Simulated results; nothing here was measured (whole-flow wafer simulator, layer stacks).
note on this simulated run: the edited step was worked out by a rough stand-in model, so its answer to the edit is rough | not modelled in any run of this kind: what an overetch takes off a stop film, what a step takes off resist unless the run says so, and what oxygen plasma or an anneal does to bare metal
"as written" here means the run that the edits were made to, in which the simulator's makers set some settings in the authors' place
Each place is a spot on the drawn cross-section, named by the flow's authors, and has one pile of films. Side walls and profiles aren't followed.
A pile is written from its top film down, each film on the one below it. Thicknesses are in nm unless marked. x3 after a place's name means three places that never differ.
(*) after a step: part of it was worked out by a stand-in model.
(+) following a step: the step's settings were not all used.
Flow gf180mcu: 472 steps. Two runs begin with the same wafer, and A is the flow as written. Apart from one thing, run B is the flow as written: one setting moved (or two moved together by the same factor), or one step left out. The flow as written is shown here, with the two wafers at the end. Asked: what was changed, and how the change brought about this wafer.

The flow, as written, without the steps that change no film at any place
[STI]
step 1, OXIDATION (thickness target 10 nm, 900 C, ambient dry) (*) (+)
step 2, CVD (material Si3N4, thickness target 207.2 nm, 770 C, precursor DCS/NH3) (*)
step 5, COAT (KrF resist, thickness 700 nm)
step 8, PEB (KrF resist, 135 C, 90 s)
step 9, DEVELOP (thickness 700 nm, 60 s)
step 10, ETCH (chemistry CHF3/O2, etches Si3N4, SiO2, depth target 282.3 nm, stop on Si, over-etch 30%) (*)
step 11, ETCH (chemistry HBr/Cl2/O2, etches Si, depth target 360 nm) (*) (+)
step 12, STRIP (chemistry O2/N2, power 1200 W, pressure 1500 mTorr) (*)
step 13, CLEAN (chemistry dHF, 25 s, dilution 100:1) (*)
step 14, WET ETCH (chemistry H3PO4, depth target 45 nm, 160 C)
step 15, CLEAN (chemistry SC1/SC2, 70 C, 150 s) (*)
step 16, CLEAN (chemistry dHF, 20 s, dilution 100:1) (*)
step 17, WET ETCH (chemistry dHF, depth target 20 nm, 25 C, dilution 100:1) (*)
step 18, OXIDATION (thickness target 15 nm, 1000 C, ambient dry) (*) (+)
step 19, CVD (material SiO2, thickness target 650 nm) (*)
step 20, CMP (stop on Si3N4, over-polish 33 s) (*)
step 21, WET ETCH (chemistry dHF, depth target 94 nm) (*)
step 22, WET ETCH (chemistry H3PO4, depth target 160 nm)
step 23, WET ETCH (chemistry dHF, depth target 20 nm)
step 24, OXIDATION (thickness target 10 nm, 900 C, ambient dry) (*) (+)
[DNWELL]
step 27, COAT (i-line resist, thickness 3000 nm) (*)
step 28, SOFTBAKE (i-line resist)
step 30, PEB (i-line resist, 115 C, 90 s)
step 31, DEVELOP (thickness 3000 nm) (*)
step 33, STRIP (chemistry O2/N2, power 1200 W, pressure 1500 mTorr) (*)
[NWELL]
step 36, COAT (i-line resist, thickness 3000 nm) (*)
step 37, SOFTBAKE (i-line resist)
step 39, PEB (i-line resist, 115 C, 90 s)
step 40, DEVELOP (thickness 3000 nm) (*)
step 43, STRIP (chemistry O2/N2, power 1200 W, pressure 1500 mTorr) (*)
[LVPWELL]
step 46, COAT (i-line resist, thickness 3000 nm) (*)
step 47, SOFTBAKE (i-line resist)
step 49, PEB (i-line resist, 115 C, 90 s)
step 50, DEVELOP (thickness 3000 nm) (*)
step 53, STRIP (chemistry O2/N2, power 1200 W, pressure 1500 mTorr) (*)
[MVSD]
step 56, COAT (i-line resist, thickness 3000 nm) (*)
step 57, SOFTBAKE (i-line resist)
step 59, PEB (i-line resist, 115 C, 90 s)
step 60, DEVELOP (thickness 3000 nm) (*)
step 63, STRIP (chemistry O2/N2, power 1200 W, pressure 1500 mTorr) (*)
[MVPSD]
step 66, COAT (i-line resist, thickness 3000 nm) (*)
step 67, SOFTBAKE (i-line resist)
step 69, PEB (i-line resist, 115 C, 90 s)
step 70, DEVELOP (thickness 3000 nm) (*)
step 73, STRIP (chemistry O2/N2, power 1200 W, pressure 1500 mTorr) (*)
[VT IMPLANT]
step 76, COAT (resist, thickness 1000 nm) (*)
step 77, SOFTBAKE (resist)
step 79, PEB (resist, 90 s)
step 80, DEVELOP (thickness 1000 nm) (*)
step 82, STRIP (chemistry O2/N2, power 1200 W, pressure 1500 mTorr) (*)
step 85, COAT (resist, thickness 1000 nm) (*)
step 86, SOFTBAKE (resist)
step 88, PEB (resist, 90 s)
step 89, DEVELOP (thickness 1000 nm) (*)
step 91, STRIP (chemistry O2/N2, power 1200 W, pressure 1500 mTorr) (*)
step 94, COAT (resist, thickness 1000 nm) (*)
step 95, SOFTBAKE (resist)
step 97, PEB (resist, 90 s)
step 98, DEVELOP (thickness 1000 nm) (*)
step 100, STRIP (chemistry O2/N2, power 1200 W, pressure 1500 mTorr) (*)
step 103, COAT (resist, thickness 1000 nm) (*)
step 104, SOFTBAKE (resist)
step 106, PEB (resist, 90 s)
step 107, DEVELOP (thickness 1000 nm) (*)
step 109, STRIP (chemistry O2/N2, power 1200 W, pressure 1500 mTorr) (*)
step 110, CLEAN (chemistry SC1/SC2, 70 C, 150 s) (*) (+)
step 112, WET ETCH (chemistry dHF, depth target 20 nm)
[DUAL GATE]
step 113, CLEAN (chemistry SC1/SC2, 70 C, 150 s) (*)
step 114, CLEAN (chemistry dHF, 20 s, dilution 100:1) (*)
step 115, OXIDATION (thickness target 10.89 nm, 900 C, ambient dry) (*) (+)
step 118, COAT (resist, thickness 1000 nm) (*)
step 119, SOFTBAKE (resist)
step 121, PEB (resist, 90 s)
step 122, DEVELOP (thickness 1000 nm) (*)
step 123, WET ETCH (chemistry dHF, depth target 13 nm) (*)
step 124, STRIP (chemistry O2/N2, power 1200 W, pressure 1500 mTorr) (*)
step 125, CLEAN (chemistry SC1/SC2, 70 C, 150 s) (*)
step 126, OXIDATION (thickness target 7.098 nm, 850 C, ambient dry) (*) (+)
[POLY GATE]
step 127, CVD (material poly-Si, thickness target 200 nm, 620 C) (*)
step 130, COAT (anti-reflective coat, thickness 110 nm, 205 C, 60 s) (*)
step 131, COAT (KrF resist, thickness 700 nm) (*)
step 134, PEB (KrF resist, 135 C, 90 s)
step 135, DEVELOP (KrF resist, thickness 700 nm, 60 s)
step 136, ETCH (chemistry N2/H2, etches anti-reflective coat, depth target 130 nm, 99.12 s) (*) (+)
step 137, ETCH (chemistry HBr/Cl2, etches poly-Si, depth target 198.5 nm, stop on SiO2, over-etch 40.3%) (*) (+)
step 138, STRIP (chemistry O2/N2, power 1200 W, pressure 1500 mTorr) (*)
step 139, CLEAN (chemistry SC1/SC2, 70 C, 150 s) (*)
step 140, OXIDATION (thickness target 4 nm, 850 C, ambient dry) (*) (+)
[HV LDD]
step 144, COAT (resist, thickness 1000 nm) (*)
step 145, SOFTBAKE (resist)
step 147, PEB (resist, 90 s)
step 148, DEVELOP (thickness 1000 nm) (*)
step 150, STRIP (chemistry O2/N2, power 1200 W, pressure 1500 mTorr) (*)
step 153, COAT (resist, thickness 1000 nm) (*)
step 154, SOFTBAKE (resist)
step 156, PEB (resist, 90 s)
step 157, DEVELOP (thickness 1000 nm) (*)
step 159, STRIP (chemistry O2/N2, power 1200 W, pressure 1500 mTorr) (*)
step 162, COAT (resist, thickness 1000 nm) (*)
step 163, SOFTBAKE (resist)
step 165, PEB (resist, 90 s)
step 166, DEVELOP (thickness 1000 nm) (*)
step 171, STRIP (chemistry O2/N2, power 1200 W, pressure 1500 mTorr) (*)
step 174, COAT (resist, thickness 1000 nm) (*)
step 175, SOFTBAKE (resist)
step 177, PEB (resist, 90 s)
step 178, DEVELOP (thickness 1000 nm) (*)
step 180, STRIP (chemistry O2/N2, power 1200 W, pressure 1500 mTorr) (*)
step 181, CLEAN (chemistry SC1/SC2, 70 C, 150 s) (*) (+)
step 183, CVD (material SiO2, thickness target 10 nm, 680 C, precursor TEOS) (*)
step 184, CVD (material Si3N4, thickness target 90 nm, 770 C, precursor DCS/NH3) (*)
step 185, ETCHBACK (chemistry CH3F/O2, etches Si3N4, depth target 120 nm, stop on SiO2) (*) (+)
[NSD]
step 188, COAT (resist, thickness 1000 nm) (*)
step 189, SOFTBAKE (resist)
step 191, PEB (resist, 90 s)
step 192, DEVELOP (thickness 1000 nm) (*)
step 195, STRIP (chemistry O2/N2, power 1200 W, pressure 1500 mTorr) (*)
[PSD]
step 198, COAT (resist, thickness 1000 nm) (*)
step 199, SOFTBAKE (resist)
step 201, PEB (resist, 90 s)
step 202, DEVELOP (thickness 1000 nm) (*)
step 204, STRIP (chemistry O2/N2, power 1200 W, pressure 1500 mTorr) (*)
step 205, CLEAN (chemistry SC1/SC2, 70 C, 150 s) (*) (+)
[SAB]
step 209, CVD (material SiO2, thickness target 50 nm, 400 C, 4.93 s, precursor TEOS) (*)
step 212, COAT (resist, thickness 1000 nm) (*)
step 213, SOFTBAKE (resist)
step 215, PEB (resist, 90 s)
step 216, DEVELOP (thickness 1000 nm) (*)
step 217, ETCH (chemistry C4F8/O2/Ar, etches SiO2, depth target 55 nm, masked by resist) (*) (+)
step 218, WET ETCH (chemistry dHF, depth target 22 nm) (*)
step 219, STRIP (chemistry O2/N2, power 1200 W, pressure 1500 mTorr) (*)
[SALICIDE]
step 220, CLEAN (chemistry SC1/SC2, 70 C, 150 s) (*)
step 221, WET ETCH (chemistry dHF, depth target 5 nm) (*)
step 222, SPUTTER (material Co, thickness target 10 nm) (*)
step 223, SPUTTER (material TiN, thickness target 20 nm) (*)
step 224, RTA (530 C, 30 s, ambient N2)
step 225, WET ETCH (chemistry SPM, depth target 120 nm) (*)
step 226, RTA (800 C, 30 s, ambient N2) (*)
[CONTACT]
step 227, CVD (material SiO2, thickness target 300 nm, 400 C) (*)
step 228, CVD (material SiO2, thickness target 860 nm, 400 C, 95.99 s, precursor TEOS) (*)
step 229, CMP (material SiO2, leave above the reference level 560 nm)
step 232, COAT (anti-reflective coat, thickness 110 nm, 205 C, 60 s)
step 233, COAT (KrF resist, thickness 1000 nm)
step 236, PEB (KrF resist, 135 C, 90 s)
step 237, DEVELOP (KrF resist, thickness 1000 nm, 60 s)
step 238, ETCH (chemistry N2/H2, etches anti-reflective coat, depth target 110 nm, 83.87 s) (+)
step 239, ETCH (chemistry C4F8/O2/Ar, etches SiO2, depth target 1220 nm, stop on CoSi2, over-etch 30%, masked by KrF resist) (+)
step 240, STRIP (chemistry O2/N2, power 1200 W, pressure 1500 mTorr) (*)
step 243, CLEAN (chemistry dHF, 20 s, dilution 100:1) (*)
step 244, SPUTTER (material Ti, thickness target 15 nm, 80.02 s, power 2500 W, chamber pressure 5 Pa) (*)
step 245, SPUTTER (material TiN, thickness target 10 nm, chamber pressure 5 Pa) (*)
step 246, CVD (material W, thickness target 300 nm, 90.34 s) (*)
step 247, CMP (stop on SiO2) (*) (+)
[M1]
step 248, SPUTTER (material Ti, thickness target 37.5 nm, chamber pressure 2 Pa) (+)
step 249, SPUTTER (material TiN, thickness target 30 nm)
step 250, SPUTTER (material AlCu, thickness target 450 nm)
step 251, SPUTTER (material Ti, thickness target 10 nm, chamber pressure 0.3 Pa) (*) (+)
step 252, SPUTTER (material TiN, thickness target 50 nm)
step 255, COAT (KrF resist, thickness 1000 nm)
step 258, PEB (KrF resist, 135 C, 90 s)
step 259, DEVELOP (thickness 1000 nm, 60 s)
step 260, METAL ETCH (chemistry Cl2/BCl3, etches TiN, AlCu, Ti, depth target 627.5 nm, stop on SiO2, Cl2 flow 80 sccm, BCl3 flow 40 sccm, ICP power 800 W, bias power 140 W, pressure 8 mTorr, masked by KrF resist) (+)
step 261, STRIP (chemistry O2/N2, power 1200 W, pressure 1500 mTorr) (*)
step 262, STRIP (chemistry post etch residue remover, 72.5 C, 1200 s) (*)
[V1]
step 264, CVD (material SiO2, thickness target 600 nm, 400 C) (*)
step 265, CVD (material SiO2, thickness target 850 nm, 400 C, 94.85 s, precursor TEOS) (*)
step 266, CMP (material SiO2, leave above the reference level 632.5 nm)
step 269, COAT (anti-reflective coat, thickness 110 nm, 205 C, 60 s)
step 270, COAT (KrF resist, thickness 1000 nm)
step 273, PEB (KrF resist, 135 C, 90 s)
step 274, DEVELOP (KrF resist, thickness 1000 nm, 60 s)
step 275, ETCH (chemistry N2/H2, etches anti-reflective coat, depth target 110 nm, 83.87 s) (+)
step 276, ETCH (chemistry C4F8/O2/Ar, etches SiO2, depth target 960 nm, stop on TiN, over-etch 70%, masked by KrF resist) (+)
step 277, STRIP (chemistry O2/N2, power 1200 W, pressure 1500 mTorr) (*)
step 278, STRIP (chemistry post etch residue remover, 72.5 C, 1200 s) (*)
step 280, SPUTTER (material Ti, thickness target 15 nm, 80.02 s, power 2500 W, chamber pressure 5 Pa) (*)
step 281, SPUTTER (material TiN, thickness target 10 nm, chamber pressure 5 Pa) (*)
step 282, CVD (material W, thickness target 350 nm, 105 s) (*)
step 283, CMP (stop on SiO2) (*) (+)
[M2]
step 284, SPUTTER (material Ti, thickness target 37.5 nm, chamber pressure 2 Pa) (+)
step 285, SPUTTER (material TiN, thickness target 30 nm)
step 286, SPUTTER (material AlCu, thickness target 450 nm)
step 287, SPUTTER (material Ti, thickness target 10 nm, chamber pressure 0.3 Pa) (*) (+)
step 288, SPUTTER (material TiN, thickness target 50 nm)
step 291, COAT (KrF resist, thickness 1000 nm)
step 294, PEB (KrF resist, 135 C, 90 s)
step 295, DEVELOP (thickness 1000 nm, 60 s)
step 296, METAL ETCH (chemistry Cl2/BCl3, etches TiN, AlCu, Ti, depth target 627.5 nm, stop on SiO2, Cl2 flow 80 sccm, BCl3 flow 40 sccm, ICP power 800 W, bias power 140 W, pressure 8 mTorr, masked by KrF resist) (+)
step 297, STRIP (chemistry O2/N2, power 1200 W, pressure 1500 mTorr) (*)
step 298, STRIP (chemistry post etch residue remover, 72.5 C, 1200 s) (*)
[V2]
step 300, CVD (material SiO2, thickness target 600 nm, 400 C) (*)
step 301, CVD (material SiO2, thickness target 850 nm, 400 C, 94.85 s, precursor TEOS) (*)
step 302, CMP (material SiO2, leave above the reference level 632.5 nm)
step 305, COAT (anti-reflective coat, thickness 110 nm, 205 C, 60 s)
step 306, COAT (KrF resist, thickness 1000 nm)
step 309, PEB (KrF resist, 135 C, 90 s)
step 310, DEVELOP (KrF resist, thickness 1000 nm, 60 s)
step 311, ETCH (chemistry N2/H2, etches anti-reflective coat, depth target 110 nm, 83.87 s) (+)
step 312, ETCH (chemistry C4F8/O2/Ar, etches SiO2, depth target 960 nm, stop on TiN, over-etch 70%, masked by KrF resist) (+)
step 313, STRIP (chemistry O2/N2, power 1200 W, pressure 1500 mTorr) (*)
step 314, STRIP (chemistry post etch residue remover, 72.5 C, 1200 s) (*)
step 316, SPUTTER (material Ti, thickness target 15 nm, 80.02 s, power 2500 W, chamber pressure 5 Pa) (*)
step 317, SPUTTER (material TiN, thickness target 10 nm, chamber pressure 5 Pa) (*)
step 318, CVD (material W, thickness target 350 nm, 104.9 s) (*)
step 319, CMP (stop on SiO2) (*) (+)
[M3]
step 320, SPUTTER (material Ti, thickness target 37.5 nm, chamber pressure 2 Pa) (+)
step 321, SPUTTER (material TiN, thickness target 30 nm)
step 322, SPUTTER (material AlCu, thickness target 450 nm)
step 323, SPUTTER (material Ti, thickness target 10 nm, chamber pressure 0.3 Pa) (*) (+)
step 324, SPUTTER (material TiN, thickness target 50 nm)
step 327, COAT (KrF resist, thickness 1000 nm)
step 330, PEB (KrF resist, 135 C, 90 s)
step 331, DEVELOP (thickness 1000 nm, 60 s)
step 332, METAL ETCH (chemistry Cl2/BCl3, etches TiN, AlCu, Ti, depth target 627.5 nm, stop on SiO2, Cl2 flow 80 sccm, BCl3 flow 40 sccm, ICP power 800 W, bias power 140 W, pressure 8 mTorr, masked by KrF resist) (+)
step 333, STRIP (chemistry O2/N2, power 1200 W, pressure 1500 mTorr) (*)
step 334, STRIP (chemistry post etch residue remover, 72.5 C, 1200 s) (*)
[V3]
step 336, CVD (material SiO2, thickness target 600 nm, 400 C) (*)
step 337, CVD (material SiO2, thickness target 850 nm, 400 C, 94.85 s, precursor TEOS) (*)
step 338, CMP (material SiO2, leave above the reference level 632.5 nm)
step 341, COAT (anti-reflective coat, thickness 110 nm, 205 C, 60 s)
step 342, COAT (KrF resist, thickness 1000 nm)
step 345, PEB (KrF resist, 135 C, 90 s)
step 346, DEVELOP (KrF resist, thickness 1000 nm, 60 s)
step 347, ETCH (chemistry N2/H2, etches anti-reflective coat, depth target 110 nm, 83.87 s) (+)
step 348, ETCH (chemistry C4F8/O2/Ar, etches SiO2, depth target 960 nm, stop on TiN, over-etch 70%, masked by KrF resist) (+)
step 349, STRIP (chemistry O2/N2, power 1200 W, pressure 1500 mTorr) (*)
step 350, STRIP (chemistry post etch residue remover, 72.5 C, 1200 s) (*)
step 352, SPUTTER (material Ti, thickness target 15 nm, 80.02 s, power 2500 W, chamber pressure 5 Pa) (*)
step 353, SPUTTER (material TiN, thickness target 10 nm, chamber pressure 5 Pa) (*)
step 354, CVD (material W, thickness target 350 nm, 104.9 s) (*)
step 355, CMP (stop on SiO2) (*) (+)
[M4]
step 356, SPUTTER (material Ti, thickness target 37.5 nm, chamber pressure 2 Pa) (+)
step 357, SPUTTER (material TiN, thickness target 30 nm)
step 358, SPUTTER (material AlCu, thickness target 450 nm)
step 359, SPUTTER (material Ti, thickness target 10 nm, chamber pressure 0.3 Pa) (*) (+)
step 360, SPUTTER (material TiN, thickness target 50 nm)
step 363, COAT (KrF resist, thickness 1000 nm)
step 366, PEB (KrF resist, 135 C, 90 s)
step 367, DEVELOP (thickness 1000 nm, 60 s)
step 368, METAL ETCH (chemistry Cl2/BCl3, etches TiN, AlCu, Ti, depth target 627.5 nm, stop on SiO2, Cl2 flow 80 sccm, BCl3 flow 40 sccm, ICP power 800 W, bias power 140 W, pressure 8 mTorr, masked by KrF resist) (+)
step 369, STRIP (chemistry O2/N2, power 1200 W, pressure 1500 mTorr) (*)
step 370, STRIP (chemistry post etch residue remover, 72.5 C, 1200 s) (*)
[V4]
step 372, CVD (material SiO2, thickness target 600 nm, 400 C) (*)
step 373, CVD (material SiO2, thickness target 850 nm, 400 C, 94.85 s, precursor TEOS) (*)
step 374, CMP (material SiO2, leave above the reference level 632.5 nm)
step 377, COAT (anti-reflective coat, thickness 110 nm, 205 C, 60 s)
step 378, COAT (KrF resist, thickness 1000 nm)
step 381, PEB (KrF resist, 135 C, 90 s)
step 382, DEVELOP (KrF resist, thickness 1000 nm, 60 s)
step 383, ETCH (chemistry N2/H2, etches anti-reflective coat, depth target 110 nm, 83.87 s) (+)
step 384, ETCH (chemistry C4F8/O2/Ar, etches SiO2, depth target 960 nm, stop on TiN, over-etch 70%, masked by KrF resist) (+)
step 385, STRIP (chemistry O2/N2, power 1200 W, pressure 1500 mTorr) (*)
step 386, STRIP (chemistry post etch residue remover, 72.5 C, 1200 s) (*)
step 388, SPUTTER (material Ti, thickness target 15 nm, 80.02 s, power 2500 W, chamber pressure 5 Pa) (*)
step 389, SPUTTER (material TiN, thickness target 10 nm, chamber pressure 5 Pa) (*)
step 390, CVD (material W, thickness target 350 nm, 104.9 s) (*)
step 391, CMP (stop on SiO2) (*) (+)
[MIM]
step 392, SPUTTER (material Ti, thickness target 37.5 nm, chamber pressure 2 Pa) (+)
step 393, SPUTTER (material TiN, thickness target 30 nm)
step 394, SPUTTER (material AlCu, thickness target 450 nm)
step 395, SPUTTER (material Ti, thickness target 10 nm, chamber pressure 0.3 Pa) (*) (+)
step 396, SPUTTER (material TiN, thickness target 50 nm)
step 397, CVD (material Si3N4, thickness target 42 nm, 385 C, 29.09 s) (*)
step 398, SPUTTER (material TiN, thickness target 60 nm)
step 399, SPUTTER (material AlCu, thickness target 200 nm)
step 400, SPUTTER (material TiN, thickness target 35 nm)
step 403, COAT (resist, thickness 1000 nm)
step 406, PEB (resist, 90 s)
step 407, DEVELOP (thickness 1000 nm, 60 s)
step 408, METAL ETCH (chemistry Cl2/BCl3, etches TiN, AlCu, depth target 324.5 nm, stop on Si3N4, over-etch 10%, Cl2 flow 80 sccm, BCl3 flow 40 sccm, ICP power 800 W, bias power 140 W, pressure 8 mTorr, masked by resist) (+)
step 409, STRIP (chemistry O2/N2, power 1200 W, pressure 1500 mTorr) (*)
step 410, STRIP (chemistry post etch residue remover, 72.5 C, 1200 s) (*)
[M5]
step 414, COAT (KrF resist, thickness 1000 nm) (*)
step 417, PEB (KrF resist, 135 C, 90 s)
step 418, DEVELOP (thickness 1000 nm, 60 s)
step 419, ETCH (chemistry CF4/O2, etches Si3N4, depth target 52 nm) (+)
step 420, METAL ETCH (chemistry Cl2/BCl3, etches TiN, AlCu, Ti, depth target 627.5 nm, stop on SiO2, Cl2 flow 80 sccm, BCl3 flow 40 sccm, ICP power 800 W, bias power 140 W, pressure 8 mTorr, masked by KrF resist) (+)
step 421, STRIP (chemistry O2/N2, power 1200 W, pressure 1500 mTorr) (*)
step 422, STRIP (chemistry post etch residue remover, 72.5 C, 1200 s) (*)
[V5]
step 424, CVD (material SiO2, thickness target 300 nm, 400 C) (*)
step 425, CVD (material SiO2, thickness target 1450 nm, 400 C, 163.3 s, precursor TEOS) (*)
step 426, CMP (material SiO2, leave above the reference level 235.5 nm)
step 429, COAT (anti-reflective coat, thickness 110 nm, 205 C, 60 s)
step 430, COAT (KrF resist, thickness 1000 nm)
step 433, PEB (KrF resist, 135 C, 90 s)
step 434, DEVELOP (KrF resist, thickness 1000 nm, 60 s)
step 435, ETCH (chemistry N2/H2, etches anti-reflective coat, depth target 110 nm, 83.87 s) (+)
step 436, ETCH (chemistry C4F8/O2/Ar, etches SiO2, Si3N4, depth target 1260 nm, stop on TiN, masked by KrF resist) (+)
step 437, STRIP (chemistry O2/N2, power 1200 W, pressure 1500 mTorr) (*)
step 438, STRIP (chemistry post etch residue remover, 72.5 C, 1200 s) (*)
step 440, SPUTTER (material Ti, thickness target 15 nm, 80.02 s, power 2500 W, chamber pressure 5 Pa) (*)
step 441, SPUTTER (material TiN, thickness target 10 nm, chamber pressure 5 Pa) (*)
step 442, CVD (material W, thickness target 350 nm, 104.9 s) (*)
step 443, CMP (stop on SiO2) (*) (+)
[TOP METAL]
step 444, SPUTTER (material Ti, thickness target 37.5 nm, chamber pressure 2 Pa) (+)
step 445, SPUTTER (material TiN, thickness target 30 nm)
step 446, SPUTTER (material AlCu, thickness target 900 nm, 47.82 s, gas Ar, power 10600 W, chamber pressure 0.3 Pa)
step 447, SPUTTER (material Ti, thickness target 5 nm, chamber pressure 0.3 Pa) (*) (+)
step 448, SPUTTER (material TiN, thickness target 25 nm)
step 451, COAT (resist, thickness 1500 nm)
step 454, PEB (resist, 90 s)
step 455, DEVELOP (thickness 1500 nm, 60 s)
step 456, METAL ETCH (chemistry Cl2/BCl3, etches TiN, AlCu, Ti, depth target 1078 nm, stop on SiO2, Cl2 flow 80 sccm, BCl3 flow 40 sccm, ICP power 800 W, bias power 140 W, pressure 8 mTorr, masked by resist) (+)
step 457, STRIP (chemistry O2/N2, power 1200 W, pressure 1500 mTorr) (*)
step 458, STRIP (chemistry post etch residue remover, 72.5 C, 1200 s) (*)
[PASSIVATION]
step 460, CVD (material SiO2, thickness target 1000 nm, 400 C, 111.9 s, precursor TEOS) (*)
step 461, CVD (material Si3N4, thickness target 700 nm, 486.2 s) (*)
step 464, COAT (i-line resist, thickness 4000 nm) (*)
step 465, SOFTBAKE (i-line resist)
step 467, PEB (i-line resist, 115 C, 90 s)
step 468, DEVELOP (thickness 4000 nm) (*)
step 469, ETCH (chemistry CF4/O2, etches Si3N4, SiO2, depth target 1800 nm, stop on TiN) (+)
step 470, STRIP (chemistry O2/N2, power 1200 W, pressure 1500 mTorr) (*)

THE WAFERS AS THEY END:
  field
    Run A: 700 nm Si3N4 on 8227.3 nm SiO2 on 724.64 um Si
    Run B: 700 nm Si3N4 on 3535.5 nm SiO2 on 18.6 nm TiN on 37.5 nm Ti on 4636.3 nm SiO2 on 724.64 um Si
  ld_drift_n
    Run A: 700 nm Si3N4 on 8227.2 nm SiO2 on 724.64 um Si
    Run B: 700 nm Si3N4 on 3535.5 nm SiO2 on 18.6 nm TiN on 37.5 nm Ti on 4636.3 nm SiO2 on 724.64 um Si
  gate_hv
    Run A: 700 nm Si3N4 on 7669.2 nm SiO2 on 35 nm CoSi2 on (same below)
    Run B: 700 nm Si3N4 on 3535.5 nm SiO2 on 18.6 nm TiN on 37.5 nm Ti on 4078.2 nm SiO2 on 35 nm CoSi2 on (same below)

What caused this: step 354, CVD: thickness target 290 nm was run, whereas the flow has thickness target 350 nm; step 368, METAL ETCH: depth target 521 nm was run, where the flow has depth target 627.5 nm.

How this came from the change, step by step:
  step 354, CVD (material W, thickness target 350 nm, 104.9 s) (*)
      field, field__w1, field__w2 and 107 more: A W gains 350 (new film) | B W gains 290 (new film)
      contact: A W gains 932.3 (new film) | B W gains 872.3 (new film)
  step 355, CMP (stop on SiO2) (*) (+)
      field, field__w1, field__w2 and 107 more: A W loses 350 (all of it), TiN loses 10 (all of it), Ti loses 15 (all of it), SiO2 loses 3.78 | B W loses 290 (all of it), TiN loses 10 (all of it), Ti loses 15 (all of it), SiO2 loses 3.18
      contact: A W loses 378.8 | B W loses 318.2
  step 368, METAL ETCH (chemistry Cl2/BCl3, etches TiN, AlCu, Ti, depth target 627.5 nm, stop on SiO2, Cl2 flow 80 sccm, BCl3 flow 40 sccm, ICP power 800 W, bias power 140 W, pressure 8 mTorr, masked by KrF resist) (+)
      field, field__w1, field__w2 and 103 more: A TiN loses 50 (all of it), Ti loses 10 (all of it), AlCu loses 450 (all of it), TiN loses 30 (all of it), Ti loses 37.5 (all of it) | B TiN loses 50 (all of it), Ti loses 10 (all of it), AlCu loses 450 (all of it), TiN loses 11
      field__w8, contact, m1, m1__w1, m1_nw: A KrF resist loses 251 | B KrF resist loses 208.4
  step 369, STRIP (chemistry O2/N2, power 1200 W, pressure 1500 mTorr) (*)
      field__w8, contact, m1, m1__w1, m1_nw: A KrF resist loses 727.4 (all of it) | B KrF resist loses 770 (all of it)
  step 372, CVD (material SiO2, thickness target 600 nm, 400 C) (*)
      field, field__w1, field__w2 and 103 more: A SiO2 gains 600 | B SiO2 gains 600 (new film)
  step 374, CMP (material SiO2, leave above the reference level 632.5 nm)
      field, field__w1, field__w2 and 103 more: A SiO2 loses 300 | B SiO2 loses 356.1
With metal films that touch counted as one body, field has 1 body; the flow as written gives 0 bodies.
With metal films that touch counted as one body, ld_drift_n has 1 body; the flow as written gives 0 bodies.
With metal films that touch counted as one body, gate_hv has 2 bodies (between them, from the top down: SiO2 4078.2); the flow as written gives 1 body.
